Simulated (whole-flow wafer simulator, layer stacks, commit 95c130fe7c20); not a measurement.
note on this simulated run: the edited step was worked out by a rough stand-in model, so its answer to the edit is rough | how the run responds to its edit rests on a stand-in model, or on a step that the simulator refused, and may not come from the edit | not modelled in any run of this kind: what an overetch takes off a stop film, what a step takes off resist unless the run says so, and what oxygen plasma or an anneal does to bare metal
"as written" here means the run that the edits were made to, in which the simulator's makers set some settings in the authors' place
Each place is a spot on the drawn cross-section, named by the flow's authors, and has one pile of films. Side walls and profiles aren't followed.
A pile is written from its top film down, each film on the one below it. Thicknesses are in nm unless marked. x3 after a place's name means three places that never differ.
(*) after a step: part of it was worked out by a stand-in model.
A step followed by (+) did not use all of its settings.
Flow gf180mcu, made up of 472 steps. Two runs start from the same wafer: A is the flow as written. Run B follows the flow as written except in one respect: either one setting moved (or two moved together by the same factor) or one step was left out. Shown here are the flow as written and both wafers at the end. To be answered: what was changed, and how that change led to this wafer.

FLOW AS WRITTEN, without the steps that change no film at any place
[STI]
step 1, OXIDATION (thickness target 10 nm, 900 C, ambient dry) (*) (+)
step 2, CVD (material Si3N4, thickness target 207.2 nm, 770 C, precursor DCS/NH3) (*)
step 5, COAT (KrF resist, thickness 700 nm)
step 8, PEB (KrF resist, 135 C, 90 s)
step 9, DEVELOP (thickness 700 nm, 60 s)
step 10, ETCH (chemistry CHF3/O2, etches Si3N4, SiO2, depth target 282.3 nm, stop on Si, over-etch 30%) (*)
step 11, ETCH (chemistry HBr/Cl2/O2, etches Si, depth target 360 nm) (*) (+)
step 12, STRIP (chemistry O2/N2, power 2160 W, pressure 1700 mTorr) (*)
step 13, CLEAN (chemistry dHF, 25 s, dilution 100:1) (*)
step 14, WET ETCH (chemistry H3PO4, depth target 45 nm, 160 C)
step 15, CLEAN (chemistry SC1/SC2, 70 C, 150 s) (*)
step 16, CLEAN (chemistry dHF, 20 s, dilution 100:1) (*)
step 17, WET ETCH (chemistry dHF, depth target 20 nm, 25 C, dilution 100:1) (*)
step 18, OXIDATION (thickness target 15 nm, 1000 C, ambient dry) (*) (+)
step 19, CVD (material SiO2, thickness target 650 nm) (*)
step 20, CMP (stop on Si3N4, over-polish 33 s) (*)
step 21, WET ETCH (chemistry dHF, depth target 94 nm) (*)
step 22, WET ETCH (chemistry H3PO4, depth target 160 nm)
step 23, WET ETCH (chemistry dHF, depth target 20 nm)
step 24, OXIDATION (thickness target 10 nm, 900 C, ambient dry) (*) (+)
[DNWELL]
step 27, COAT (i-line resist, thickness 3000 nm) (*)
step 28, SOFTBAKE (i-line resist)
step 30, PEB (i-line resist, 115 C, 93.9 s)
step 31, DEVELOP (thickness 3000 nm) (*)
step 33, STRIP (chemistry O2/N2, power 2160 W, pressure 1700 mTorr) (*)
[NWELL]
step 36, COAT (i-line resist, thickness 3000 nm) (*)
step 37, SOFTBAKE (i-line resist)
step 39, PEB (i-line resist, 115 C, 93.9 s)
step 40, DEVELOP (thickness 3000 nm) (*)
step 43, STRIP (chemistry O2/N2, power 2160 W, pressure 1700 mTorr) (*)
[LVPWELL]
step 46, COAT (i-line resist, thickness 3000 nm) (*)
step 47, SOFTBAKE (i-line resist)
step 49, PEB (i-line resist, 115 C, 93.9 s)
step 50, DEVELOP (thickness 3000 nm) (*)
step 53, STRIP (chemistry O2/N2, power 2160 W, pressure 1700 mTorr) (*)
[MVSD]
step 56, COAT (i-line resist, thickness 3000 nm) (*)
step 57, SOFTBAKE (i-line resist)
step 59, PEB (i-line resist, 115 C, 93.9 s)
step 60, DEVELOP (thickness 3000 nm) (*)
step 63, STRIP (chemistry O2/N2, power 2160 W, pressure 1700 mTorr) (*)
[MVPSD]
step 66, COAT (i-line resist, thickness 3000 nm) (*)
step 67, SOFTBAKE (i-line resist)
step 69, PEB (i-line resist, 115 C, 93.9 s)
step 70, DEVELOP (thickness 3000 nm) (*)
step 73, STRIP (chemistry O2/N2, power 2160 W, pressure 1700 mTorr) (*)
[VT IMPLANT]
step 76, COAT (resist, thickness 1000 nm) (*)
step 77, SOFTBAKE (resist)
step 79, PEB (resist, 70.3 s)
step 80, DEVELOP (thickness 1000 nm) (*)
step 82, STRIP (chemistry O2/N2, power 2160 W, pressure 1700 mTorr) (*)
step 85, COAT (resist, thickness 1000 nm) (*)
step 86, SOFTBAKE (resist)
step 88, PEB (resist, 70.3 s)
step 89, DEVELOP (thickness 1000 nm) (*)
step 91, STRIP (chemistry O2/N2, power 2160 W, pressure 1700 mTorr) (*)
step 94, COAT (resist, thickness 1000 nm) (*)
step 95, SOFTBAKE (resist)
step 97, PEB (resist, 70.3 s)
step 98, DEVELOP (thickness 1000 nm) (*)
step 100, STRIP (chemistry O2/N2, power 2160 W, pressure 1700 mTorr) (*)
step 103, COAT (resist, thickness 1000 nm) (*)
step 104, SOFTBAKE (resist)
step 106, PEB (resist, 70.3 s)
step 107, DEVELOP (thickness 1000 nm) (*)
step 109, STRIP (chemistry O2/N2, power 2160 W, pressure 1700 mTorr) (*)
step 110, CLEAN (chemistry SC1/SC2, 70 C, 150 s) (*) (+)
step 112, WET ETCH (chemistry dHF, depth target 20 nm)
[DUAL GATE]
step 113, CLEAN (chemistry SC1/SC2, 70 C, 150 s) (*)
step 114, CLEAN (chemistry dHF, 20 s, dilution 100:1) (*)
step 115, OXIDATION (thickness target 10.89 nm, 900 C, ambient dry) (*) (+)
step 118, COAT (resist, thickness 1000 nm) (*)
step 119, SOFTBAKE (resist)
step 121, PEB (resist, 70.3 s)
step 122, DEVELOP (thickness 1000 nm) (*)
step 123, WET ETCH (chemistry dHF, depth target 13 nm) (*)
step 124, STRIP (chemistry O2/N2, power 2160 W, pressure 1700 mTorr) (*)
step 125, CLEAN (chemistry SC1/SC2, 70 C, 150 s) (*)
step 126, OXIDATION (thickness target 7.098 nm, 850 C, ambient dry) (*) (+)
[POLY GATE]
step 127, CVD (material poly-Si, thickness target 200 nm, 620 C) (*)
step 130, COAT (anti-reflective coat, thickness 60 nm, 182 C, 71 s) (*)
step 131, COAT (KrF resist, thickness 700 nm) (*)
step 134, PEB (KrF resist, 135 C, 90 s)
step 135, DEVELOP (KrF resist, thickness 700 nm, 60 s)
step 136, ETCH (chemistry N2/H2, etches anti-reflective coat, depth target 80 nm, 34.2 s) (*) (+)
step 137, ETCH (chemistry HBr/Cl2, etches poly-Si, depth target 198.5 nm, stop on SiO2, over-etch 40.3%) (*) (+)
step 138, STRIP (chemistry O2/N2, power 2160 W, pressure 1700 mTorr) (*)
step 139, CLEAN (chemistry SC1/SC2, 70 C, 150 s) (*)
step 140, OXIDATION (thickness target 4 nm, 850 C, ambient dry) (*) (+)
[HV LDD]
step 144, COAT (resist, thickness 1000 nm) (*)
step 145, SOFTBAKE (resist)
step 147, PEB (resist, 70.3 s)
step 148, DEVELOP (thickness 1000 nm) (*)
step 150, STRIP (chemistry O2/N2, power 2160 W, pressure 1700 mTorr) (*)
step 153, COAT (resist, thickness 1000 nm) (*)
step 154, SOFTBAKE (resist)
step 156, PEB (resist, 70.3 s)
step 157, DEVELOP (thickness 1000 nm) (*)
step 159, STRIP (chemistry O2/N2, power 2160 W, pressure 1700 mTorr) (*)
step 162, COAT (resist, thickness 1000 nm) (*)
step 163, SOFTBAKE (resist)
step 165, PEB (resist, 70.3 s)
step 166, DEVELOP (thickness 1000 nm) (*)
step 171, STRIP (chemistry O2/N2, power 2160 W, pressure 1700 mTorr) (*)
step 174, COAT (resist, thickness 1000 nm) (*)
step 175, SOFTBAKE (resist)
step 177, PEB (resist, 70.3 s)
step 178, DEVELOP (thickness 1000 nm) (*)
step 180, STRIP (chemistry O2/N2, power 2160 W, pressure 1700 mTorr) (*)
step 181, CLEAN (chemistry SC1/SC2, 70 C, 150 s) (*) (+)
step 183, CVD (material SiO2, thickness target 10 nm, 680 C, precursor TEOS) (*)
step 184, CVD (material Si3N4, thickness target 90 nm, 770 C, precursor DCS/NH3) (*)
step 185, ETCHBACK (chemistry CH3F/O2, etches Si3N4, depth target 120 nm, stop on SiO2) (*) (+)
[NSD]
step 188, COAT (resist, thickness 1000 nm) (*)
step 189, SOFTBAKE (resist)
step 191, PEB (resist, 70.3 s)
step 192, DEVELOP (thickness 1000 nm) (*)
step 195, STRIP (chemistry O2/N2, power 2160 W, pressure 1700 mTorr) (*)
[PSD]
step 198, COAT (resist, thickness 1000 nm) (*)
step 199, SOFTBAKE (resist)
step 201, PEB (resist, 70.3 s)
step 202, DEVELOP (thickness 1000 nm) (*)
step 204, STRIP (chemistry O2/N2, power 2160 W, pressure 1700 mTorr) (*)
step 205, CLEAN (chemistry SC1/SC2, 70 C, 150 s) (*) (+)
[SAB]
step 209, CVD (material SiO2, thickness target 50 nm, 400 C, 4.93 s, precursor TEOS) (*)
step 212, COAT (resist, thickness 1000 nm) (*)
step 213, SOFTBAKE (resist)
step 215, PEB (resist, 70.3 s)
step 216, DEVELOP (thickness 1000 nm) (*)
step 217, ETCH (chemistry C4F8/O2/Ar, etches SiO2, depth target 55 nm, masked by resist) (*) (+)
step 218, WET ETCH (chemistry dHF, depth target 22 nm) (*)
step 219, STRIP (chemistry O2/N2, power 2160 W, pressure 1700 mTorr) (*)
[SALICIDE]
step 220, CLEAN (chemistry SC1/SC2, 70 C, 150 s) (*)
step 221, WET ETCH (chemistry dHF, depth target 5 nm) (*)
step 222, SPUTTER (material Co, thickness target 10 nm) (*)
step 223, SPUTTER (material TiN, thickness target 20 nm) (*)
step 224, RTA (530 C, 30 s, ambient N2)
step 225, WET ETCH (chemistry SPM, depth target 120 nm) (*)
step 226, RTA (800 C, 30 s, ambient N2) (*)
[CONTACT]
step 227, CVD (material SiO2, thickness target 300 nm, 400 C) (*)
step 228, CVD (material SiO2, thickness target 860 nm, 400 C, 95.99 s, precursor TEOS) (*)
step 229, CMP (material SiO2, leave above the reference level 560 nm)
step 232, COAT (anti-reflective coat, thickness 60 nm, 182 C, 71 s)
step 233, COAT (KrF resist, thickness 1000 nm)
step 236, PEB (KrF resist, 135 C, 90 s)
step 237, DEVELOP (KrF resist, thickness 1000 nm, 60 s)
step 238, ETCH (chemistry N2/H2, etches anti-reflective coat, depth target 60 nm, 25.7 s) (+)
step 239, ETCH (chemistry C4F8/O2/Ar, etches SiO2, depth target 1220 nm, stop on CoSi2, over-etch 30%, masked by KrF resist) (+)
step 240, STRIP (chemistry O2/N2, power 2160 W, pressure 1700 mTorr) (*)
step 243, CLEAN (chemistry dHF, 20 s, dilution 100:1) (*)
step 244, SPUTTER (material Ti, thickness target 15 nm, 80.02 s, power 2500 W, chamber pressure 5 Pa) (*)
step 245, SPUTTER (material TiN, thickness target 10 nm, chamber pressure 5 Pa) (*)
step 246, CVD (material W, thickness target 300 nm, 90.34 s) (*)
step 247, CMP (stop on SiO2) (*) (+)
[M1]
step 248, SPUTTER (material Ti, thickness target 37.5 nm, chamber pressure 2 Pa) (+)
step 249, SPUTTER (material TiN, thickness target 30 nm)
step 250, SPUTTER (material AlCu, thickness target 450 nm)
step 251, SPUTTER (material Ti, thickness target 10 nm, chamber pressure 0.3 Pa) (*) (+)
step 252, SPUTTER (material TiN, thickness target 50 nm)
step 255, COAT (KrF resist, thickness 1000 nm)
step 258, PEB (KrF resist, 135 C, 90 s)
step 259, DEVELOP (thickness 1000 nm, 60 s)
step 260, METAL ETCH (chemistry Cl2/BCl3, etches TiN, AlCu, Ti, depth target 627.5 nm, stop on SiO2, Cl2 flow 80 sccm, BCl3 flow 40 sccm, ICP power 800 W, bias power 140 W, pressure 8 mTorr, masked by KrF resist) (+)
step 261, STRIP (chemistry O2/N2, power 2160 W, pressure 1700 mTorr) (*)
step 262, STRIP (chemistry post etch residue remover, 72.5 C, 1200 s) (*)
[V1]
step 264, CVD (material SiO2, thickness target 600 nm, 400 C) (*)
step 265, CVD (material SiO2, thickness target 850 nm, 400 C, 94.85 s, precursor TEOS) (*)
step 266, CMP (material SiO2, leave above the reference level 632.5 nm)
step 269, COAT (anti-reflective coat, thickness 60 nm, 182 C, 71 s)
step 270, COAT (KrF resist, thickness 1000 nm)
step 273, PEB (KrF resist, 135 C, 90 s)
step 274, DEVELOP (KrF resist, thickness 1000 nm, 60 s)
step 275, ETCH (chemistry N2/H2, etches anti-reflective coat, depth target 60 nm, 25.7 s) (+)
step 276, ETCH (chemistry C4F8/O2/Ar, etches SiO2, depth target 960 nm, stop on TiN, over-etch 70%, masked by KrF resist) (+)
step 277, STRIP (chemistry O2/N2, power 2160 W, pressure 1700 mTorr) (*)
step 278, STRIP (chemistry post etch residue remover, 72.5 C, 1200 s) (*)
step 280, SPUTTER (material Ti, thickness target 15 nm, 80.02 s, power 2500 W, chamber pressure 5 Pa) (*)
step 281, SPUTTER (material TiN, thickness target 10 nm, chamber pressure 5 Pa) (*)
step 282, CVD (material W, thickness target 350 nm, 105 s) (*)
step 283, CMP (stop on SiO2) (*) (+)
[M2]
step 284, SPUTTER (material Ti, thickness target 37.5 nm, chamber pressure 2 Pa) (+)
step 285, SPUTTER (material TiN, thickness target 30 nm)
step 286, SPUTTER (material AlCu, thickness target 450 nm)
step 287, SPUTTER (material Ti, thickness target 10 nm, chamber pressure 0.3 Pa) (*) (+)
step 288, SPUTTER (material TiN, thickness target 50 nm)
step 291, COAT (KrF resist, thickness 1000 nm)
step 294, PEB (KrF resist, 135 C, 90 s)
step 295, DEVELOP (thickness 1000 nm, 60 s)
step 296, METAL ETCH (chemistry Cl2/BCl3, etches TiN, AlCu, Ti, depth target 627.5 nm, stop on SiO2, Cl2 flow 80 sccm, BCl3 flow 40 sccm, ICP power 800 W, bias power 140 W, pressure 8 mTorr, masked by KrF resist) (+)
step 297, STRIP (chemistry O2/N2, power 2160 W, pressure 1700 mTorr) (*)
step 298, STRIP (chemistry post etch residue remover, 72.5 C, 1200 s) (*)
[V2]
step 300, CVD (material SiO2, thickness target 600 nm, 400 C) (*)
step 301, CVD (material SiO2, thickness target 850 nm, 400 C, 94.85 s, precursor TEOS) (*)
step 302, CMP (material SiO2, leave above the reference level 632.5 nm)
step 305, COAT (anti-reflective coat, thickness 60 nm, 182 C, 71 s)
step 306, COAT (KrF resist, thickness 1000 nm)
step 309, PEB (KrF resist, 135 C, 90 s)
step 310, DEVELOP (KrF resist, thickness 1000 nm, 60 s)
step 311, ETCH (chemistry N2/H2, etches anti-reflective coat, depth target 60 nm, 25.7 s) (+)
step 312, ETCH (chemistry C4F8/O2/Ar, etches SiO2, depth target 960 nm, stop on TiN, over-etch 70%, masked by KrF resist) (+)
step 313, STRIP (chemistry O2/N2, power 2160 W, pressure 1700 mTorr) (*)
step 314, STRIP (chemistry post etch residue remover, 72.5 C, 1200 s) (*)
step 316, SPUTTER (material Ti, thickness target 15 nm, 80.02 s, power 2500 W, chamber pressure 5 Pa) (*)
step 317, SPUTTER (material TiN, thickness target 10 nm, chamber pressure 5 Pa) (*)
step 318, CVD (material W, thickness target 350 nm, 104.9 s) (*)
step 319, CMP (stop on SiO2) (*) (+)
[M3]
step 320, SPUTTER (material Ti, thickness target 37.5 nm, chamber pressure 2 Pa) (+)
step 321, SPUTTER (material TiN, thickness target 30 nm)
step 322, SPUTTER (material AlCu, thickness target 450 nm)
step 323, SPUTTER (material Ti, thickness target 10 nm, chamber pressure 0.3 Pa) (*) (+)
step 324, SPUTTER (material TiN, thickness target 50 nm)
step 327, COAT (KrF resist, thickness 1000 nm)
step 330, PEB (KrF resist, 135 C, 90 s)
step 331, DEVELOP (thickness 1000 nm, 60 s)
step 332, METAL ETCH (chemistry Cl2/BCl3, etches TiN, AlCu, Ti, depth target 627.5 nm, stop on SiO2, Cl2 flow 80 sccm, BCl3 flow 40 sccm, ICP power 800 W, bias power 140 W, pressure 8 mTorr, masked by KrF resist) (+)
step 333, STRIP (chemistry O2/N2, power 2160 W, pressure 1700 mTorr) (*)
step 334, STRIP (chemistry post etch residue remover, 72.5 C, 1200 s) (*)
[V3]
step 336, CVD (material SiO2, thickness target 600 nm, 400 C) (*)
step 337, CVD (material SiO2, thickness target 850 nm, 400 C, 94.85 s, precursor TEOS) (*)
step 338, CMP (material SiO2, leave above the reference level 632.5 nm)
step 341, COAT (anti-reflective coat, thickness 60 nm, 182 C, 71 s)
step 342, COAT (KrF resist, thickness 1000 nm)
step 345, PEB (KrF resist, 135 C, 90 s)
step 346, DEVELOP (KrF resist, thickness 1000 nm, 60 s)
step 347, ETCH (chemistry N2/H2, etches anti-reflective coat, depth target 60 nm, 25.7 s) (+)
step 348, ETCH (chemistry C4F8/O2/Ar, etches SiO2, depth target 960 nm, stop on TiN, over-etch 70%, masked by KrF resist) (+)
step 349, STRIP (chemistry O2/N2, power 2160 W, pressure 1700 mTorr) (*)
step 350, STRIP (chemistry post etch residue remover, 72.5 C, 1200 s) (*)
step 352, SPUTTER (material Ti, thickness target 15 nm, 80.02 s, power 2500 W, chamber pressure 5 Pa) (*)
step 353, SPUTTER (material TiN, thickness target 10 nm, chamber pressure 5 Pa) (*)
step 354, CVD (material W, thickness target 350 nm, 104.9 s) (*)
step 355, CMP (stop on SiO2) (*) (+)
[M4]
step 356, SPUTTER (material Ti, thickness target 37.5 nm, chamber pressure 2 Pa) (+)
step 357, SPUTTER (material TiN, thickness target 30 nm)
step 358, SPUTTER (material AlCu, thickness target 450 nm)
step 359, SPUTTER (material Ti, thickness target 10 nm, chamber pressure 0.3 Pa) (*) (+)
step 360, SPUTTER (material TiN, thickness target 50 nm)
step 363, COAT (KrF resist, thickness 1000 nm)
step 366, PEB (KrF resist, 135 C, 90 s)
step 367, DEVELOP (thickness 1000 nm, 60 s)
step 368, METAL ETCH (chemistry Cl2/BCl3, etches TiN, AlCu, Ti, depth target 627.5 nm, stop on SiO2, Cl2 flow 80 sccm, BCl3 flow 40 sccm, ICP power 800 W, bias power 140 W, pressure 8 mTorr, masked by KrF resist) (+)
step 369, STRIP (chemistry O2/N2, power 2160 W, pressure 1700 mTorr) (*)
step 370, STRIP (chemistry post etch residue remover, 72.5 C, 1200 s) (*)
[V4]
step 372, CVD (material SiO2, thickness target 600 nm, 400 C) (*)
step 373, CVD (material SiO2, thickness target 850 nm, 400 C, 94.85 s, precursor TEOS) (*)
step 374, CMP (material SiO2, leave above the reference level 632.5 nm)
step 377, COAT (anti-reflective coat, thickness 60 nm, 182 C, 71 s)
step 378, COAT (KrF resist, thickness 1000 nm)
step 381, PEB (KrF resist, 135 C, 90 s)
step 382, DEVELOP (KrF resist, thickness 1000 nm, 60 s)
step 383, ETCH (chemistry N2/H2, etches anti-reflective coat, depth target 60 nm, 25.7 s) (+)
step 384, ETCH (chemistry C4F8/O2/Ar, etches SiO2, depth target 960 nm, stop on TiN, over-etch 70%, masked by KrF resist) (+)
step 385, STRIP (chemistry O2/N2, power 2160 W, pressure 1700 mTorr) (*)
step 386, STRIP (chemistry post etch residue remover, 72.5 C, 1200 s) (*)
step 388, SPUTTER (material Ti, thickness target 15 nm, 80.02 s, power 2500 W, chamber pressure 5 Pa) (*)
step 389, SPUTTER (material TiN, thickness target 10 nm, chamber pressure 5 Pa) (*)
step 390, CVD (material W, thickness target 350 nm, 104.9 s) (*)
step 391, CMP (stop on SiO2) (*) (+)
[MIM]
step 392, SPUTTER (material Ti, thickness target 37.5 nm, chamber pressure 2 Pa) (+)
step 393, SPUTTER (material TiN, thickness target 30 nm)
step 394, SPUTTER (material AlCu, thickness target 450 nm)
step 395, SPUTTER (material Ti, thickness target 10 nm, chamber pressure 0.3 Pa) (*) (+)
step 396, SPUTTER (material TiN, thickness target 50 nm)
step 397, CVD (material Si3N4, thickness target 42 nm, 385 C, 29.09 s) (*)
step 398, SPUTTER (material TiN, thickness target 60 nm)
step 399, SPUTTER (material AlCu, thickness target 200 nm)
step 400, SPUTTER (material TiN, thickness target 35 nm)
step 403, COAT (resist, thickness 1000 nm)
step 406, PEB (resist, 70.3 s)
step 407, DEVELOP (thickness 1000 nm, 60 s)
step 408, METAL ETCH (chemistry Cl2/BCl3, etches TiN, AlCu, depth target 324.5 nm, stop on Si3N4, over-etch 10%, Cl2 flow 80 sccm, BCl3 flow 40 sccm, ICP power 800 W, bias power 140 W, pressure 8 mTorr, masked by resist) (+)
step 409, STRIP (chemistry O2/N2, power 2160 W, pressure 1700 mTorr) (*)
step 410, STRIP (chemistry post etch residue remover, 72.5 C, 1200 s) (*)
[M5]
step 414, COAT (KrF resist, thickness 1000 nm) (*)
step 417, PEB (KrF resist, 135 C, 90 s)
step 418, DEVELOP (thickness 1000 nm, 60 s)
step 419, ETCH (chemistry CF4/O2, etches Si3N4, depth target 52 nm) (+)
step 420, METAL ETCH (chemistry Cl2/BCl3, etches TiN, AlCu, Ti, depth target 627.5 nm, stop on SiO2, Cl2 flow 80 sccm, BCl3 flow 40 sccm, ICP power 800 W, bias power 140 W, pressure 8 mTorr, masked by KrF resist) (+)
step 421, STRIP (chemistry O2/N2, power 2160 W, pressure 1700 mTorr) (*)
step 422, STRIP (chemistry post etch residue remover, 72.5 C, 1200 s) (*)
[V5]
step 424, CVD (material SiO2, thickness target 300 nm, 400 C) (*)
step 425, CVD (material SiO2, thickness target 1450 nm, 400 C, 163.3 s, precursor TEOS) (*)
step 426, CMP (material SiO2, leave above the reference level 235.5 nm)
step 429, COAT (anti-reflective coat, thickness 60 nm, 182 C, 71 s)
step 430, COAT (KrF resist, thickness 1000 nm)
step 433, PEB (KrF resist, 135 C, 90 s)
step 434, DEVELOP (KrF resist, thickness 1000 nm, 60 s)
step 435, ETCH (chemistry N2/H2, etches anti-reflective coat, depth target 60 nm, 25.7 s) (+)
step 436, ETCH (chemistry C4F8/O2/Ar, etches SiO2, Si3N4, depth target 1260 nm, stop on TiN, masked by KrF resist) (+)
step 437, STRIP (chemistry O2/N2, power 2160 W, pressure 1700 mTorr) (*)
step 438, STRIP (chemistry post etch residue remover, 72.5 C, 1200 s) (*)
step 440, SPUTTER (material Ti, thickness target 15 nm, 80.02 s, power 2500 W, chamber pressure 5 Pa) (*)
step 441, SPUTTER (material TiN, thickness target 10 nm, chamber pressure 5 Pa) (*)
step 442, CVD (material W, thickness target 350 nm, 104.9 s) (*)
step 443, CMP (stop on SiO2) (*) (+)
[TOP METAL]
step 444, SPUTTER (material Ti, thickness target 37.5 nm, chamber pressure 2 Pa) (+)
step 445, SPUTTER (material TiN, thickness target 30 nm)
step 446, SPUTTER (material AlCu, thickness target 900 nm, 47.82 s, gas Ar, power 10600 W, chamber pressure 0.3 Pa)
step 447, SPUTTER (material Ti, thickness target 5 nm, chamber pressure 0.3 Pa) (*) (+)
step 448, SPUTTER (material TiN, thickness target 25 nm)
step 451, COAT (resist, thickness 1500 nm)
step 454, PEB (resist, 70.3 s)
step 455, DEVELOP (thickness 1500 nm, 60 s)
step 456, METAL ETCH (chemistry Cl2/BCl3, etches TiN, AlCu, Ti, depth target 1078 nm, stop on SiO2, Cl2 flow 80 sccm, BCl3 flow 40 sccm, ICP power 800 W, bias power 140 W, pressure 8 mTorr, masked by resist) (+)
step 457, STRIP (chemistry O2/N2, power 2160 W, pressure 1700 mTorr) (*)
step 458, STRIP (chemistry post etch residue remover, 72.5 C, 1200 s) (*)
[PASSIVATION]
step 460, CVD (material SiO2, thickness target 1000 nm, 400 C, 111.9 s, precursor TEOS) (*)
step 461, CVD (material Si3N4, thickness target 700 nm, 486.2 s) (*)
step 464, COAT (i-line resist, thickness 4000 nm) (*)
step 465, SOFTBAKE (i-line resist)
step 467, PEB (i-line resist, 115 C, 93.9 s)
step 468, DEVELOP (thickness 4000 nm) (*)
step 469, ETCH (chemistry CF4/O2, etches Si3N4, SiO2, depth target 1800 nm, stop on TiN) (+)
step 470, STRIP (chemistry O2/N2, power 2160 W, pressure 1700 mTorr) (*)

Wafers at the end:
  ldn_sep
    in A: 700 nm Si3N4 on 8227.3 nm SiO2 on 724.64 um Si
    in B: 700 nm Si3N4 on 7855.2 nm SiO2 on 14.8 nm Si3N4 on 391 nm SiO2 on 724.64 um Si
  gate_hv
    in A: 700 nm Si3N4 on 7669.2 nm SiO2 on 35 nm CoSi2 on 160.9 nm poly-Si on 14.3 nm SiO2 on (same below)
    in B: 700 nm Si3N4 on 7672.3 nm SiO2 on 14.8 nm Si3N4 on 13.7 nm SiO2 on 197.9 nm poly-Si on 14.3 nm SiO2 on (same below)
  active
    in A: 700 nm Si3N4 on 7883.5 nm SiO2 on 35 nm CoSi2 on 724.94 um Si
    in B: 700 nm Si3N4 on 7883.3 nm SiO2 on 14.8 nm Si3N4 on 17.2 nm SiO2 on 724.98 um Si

Cause: step 184, CVD: thickness target 139 nm was run, though the flow has thickness target 90 nm.

How this came from the change, step by step:
  step 184, CVD (material Si3N4, thickness target 90 nm, 770 C, precursor DCS/NH3) (*)
      field, field__w1, field__w2 and 101 more: A Si3N4 gains 90 (new film) | B Si3N4 gains 139 (new film)
  step 185, ETCHBACK (chemistry CH3F/O2, etches Si3N4, depth target 120 nm, stop on SiO2) (*) (+)
      field, field__w1, field__w2 and 100 more: A Si3N4 loses 90 (all of it), SiO2 loses 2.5 | B Si3N4 loses 120
  step 188, COAT (resist, thickness 1000 nm) (*)
      field__w9: A resist gains 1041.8 (new film) | B resist gains 1063.4 (new film)
      spacer: A resist gains 920.2 (new film) | B resist gains 893.1 (new film)
  step 189, SOFTBAKE (resist)
      field__w9: A resist gains 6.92 | B resist loses 3.03
      field__w11: A resist gains 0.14 | B resist loses 0.44
      (and at 28 other places as well)
  step 192, DEVELOP (thickness 1000 nm) (*)
      spacer: A resist loses 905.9 (all of it) | B resist loses 879.3 (all of it)
  step 198, COAT (resist, thickness 1000 nm) (*)
      field__w9: A resist gains 1041.8 (new film) | B resist gains 1063.4 (new film)
      spacer: A resist gains 920.2 (new film) | B resist gains 893.1 (new film)
  step 199, SOFTBAKE (resist)
      field__w9: A resist gains 6.92 | B resist loses 3.03
      field__w11: A resist gains 0.14 | B resist loses 0.44
      (and at 29 other places as well)
  step 204, STRIP (chemistry O2/N2, power 2160 W, pressure 1700 mTorr) (*)
      spacer: A resist loses 905.9 (all of it) | B resist loses 879.3 (all of it)
  step 205, CLEAN (chemistry SC1/SC2, 70 C, 150 s) (*) (+)
      field, field__w1, field__w2 and 105 more: A SiO2 loses 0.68 | B Si3N4 loses 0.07
  step 209, CVD (material SiO2, thickness target 50 nm, 400 C, 4.93 s, precursor TEOS) (*)
      field, field__w7, field__w8 and 73 more: A SiO2 gains 50 | B SiO2 gains 50 (new film)
      field_sub, field_sub__w2, ld_drn_n, ld_sd_p: A SiO2 gains 48.8 | B SiO2 gains 48.7 (new film)
      (and at 28 other places as well)
  step 212, COAT (resist, thickness 1000 nm) (*)
      spacer: A resist gains 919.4 (new film) | B resist gains 892.5 (new film)
  step 213, SOFTBAKE (resist)
      npoly_sal: A resist loses 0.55 | B resist gains 0.5
      field__w1: A resist gains 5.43 | B resist gains 5.99
      (and at 19 other places as well)
  step 216, DEVELOP (thickness 1000 nm) (*)
      spacer: A resist loses 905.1 (all of it) | B resist loses 878.8 (all of it)
  step 217, ETCH (chemistry C4F8/O2/Ar, etches SiO2, depth target 55 nm, masked by resist) (*) (+)
      field, field__w7, field__w8 and 70 more: A SiO2 loses 55 | B SiO2 loses 50 (all of it), Si3N4 loses 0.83
      field__w1, m1, nw_enc_fld_lv__w3: A SiO2 loses 55 | B SiO2 loses 49.2 (all of it), Si3N4 loses 0.97
      (and at 23 other places as well)
  step 218, WET ETCH (chemistry dHF, depth target 22 nm) (*)
      gate, gate_hv, gate_p and 23 more: A SiO2 loses 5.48 (all of it) | B Si3N4 loses 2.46
      field, field__w10, sti and 14 more: A SiO2 loses 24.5 | B Si3N4 loses 2.46
      (and at 56 other places as well)
  step 219, STRIP (chemistry O2/N2, power 2160 W, pressure 1700 mTorr) (*)
      gate, gate_hv, gate_p and 23 more: A chemical SiO2 gains 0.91 (new film), poly-Si loses 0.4 | B nothing
      active, p_well, sd_n and 20 more: A chemical SiO2 gains 0.91 (new film), Si loses 0.4 | B nothing
  ... 14 other steps ...
  step 471, ANNEAL (400 C, 1800 s, ambient N2/H2)
      polyc_n, polyc_p: A nothing | B under 9 films: void gains 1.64 (new film), Ti loses 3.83, TiSi first gains 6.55 (new film), poly-Si loses 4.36
      contact: A nothing | B under 49 films: void gains 1.62 (new film), Ti loses 3.83, TiSi first gains 6.55 (new film), Si loses 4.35
If metal films that touch count as one body, gate_hv has 0 bodies; the flow as written gives 1 body.
If metal films that touch count as one body, active has 0 bodies; the flow as written gives 1 body.
